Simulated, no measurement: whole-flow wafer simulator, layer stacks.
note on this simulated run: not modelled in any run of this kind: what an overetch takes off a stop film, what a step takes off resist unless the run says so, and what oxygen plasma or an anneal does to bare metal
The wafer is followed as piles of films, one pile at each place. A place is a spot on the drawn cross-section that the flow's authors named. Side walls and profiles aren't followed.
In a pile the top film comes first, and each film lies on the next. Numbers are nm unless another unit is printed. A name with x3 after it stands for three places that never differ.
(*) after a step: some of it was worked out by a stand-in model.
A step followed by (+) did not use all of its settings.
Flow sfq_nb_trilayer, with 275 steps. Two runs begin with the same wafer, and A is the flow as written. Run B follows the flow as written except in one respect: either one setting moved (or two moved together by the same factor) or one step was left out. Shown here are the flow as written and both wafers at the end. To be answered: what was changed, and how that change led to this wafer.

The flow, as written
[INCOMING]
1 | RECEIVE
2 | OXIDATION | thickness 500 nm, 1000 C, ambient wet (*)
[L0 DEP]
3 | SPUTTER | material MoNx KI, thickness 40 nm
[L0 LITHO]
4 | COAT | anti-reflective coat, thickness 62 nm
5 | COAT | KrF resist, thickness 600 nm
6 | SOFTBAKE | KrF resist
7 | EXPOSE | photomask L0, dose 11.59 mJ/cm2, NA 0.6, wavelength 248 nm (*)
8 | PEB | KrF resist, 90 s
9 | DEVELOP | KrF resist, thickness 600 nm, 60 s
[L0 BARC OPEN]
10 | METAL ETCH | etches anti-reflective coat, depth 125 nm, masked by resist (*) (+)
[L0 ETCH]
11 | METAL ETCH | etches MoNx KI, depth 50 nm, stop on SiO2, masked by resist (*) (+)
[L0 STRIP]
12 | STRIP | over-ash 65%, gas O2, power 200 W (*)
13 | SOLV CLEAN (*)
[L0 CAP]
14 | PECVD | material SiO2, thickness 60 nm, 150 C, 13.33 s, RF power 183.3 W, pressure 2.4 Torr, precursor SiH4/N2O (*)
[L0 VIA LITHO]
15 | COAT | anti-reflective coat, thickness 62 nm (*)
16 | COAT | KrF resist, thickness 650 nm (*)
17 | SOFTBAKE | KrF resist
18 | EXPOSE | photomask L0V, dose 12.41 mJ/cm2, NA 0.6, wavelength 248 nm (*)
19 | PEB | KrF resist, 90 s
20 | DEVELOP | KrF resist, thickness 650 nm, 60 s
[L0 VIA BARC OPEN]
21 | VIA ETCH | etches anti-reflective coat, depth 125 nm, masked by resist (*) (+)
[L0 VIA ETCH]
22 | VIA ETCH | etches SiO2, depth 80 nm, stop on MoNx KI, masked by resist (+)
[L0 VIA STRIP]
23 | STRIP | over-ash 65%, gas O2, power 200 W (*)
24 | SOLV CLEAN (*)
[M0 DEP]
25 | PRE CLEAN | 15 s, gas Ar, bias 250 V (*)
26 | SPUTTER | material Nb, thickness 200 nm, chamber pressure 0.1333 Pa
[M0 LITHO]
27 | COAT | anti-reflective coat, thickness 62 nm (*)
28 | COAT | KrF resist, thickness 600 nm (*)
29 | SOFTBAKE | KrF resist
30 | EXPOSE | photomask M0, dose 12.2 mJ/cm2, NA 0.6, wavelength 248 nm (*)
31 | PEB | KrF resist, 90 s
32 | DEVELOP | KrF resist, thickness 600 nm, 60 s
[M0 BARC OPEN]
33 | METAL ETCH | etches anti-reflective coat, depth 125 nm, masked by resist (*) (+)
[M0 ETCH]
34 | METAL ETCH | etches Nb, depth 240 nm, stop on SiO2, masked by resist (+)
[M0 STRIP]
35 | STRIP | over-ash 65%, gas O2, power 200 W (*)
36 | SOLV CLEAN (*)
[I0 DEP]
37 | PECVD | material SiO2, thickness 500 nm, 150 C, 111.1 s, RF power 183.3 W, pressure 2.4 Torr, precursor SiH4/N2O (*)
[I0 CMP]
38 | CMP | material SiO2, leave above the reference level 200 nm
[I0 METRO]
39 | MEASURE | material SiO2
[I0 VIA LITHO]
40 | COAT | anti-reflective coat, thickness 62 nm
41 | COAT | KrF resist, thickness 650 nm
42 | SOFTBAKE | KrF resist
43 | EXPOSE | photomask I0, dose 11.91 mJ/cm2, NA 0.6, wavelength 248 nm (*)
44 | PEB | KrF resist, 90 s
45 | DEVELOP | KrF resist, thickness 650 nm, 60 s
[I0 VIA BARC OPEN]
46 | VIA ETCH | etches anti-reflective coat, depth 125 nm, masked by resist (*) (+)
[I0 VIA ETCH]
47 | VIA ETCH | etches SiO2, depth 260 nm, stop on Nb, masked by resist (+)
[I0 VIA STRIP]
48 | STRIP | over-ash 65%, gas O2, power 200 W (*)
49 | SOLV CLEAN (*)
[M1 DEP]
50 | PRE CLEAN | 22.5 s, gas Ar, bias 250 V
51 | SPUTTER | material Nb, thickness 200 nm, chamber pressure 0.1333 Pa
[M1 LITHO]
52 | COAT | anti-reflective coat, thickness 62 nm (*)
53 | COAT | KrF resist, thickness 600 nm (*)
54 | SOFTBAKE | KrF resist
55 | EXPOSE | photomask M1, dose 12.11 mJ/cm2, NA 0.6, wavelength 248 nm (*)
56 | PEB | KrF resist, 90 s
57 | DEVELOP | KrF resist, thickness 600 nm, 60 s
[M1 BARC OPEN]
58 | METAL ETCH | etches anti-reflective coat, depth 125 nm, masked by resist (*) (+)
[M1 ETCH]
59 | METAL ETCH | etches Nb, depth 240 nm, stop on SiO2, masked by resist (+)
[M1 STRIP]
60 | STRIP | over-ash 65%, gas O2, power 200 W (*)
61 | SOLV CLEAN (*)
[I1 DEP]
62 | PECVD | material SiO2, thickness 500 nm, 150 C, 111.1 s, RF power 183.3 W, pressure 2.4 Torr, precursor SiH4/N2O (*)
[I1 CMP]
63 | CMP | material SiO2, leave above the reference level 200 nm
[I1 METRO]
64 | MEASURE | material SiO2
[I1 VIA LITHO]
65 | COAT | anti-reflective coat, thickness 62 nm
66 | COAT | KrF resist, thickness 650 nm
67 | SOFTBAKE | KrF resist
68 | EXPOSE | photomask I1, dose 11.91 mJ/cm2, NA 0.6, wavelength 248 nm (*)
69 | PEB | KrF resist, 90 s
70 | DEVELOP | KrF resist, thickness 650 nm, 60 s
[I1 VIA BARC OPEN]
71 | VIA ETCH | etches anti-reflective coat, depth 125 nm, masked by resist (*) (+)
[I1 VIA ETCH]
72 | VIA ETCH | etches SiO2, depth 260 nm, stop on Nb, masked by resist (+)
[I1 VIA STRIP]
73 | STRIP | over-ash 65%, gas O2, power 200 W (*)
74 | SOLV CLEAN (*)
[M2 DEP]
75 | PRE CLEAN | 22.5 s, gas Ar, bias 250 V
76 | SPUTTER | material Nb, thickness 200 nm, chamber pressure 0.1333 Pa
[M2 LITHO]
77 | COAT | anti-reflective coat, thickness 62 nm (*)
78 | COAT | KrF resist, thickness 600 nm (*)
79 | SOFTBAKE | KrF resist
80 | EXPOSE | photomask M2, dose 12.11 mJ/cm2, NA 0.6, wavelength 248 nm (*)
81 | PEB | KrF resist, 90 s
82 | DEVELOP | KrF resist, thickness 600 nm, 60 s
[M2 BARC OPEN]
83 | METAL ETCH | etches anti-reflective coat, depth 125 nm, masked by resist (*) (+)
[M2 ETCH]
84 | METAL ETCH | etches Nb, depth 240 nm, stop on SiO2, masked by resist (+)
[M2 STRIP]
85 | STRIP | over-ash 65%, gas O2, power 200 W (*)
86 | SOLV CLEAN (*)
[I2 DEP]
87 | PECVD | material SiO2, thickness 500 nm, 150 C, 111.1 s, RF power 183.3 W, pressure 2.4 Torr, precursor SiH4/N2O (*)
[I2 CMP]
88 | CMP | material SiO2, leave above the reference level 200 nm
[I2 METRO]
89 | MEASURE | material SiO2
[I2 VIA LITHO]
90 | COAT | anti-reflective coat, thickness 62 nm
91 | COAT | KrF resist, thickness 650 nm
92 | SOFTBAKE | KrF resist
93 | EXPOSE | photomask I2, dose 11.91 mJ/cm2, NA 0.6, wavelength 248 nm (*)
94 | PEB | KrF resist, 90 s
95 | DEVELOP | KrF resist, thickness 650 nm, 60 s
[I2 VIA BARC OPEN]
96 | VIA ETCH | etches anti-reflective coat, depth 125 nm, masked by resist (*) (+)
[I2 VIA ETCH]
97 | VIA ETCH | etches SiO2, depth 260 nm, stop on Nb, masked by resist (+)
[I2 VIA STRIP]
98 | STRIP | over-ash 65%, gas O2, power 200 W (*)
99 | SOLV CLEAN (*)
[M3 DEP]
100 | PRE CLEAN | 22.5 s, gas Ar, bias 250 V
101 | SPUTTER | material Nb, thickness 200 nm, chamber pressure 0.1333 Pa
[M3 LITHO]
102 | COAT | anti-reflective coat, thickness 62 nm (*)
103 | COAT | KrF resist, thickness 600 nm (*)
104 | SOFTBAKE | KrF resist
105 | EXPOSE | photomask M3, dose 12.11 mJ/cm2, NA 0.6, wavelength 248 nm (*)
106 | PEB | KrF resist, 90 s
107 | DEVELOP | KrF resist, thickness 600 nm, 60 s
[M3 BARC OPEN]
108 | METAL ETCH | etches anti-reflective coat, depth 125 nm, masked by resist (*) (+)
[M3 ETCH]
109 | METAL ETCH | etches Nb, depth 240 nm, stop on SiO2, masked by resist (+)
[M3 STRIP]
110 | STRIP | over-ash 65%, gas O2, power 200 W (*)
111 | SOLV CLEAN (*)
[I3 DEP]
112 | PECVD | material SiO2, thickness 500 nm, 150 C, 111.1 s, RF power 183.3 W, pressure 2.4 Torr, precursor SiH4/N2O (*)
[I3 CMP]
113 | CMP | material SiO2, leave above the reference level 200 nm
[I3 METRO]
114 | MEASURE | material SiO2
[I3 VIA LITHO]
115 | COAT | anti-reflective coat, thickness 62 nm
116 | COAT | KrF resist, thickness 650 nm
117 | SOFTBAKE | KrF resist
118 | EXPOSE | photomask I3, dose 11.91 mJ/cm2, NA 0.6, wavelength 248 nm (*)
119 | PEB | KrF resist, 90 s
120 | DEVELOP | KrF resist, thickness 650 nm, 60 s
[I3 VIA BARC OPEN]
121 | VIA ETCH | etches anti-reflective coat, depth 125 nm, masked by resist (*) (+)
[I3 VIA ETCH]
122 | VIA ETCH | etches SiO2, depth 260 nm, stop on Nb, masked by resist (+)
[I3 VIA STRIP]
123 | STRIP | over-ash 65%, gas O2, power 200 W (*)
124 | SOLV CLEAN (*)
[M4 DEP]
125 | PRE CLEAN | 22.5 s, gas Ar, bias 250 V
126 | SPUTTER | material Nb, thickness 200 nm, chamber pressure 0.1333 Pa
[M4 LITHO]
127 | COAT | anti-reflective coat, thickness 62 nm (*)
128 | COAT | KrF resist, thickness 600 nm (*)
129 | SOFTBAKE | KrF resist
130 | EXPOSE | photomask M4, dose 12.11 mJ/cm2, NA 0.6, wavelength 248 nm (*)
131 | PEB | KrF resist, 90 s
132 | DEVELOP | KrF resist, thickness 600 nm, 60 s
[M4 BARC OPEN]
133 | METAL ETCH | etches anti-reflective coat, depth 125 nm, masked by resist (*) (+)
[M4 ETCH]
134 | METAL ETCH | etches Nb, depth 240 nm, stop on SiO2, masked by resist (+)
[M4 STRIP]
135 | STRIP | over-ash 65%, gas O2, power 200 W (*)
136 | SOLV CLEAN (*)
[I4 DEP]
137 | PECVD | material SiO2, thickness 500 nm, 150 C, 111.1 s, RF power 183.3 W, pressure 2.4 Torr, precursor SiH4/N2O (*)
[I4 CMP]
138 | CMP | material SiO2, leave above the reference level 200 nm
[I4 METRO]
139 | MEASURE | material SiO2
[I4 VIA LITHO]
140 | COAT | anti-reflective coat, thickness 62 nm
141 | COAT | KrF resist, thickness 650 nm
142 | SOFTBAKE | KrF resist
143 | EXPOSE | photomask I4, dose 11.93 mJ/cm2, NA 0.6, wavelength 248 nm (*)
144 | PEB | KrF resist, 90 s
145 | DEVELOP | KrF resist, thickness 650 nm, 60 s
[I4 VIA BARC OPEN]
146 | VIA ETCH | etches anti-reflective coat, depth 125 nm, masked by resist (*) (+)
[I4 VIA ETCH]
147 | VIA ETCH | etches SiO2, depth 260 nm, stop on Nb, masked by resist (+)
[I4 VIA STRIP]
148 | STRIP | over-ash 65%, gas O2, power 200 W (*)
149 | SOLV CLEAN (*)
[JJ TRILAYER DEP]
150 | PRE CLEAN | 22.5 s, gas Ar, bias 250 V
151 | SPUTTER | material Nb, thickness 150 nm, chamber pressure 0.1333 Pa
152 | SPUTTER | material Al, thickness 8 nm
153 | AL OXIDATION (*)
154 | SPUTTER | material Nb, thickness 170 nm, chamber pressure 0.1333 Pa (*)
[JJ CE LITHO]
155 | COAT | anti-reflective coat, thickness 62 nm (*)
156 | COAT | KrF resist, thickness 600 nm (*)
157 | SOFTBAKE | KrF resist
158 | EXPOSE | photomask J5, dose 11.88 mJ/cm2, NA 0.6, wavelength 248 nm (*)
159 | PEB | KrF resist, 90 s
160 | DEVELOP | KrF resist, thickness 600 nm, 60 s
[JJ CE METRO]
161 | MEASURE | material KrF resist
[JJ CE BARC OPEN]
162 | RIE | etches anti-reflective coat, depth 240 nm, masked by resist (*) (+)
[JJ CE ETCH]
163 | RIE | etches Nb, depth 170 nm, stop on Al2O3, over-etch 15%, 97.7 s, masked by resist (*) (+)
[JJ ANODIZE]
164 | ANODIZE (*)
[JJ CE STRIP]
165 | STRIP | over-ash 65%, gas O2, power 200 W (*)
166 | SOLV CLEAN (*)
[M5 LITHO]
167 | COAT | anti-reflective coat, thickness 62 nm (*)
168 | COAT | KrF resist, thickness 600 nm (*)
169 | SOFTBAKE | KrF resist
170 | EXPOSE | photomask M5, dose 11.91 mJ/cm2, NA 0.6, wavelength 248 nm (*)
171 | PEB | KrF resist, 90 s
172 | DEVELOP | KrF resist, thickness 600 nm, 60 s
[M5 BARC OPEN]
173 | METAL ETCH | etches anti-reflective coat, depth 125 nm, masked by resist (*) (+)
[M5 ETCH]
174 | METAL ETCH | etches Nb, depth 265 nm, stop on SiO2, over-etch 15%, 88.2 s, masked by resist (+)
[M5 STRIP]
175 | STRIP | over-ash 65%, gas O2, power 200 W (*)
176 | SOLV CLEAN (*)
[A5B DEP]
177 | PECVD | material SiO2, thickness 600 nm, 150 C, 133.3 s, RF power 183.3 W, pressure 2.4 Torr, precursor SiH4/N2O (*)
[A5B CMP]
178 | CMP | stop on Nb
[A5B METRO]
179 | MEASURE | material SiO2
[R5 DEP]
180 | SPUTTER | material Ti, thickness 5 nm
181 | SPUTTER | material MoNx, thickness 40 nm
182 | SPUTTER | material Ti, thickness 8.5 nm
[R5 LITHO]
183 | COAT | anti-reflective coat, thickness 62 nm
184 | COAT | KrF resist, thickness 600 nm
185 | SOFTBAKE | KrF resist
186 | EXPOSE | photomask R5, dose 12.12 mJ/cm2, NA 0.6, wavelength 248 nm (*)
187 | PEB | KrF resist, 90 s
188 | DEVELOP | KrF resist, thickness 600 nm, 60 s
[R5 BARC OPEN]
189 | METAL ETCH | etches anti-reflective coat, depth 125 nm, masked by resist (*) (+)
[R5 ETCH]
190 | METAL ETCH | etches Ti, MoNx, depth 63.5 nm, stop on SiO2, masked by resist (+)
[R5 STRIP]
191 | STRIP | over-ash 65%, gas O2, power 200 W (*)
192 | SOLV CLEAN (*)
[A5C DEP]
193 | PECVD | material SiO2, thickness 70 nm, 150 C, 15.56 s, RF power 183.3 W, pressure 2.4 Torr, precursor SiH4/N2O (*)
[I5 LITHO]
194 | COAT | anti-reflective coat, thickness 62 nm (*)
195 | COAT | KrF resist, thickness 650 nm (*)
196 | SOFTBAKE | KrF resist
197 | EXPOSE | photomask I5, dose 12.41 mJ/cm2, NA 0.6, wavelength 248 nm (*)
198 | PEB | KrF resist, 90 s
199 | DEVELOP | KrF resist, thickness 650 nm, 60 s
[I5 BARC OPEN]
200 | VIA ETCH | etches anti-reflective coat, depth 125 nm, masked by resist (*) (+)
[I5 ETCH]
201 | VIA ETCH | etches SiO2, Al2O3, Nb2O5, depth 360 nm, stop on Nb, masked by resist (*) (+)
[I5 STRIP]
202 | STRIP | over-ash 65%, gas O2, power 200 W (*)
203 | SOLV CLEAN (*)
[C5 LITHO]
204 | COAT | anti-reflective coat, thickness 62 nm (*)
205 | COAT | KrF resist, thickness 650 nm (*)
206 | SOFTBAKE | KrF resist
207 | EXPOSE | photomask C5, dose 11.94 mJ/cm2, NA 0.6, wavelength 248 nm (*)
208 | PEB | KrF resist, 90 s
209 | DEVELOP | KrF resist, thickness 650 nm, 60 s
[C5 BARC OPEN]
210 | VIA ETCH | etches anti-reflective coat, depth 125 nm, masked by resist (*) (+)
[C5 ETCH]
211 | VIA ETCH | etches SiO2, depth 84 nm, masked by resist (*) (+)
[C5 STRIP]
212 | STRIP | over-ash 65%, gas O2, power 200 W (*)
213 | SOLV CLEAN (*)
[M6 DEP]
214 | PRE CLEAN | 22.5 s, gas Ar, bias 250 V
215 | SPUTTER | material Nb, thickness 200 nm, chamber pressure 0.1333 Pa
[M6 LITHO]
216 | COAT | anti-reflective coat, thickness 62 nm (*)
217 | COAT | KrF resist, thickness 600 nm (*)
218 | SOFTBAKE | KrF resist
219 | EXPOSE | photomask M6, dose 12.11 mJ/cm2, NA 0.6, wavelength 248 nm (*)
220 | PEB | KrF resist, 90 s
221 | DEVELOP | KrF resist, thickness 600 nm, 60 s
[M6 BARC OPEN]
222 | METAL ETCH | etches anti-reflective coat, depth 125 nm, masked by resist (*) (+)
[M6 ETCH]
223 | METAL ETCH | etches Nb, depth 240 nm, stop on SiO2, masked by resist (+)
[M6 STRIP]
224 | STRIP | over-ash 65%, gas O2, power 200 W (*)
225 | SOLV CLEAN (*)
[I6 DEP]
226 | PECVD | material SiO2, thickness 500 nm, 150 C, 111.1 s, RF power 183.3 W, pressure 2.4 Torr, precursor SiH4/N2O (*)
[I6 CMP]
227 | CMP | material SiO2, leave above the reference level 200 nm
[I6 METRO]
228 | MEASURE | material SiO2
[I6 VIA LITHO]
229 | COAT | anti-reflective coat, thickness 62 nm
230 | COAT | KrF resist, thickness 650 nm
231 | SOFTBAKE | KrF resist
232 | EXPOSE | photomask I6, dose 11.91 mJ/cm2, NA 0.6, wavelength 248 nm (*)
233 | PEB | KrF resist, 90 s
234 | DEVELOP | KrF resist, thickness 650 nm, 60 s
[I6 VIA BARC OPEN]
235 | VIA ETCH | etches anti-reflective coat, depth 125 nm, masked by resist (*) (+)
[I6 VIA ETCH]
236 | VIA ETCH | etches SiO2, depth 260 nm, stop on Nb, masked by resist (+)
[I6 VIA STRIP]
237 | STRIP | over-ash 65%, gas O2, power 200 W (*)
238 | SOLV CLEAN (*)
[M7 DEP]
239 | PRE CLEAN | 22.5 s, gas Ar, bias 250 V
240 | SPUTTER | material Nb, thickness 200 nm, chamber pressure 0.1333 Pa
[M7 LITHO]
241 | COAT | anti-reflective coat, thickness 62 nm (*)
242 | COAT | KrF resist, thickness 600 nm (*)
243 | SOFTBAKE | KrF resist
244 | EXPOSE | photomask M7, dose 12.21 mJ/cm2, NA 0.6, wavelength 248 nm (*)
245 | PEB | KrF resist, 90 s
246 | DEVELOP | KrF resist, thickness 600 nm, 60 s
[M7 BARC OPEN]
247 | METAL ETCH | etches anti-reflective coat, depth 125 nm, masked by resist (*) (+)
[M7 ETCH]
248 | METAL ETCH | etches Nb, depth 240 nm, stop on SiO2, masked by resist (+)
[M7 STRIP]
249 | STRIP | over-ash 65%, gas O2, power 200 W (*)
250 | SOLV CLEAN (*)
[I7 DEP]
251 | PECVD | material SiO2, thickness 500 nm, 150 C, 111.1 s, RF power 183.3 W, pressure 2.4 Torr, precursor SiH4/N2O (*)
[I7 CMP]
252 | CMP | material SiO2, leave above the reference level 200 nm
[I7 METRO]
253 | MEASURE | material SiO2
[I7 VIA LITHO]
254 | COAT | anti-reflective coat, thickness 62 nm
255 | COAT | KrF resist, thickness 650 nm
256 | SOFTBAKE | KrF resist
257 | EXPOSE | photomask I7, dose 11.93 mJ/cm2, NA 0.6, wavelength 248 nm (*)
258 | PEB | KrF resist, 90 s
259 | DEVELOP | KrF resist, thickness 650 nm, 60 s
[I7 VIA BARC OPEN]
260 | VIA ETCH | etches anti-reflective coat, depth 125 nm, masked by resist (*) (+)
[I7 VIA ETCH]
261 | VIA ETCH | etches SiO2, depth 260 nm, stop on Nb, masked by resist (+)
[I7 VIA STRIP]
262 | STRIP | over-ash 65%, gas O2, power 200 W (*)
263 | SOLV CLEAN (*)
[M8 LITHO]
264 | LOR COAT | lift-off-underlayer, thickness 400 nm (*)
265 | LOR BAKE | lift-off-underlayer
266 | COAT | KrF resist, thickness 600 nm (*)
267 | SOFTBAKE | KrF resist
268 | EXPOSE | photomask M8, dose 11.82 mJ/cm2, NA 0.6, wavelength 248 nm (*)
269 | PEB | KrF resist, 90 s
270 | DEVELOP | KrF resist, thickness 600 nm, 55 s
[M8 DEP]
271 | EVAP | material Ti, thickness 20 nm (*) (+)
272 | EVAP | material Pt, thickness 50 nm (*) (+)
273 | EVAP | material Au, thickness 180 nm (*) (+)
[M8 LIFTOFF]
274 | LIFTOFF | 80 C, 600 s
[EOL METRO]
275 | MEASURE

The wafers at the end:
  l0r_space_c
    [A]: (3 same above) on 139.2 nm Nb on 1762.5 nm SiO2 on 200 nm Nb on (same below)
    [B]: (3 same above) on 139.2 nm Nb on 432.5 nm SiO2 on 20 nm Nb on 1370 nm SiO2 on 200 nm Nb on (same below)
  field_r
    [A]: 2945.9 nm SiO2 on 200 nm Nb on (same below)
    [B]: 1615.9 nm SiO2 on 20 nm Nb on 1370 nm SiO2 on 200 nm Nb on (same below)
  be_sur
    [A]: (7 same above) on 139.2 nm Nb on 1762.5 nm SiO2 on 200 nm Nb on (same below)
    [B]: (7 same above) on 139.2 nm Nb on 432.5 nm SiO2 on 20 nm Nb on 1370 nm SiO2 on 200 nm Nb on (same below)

Cause: step 126, SPUTTER: thickness 260 nm was run, whereas the flow has thickness 200 nm.

How this came from the change, step by step:
  126 | SPUTTER | material Nb, thickness 200 nm, chamber pressure 0.1333 Pa
      field_l, v_sur, via_wl and 102 more: A Nb gains 200 (new film) | B Nb gains 260 (new film)
      via_v: A Nb gains 165.5 | B Nb gains 215.9
  134 | METAL ETCH | etches Nb, depth 240 nm, stop on SiO2, masked by resist (+)
      field_l, be, be_sur and 64 more: A Nb loses 200 (all of it) | B Nb loses 240
  137 | PECVD | material SiO2, thickness 500 nm, 150 C, 111.1 s, RF power 183.3 W, pressure 2.4 Torr, precursor SiH4/N2O (*)
      field_l, be, be_sur and 55 more: A SiO2 gains 500 | B SiO2 gains 500 (new film)
      p3_s0 x6: A SiO2 gains 557.1 | B SiO2 gains 597.1 (new film)
      (and at 4 other places as well)
  138 | CMP | material SiO2, leave above the reference level 200 nm
      field_l, be, be_sur and 55 more: A SiO2 loses 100 | B SiO2 loses 60
      lsp_r, l0_sur, l0v: A SiO2 loses 91.9 | B SiO2 loses 50.3
      (and at 1 other place as well)
With metal films that touch counted as one body, l0r_space_c has 3 bodies (between them, from the top down: SiO2 432.5; SiO2 1370); the flow as written gives 2 bodies (between them, from the top down: SiO2 1762.5).
With metal films that touch counted as one body, field_r has 2 bodies (between them, from the top down: SiO2 1370); the flow as written gives 1 body.
With metal films that touch counted as one body, be_sur has 5 bodies (between them, from the top down: SiO2 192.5; SiO2 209 / Al2O3 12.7 / Nb2O5 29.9; SiO2 432.5; SiO2 1370); the flow as written gives 4 bodies (between them, from the top down: SiO2 192.5; SiO2 209 / Al2O3 12.7 / Nb2O5 29.9; SiO2 1762.5).
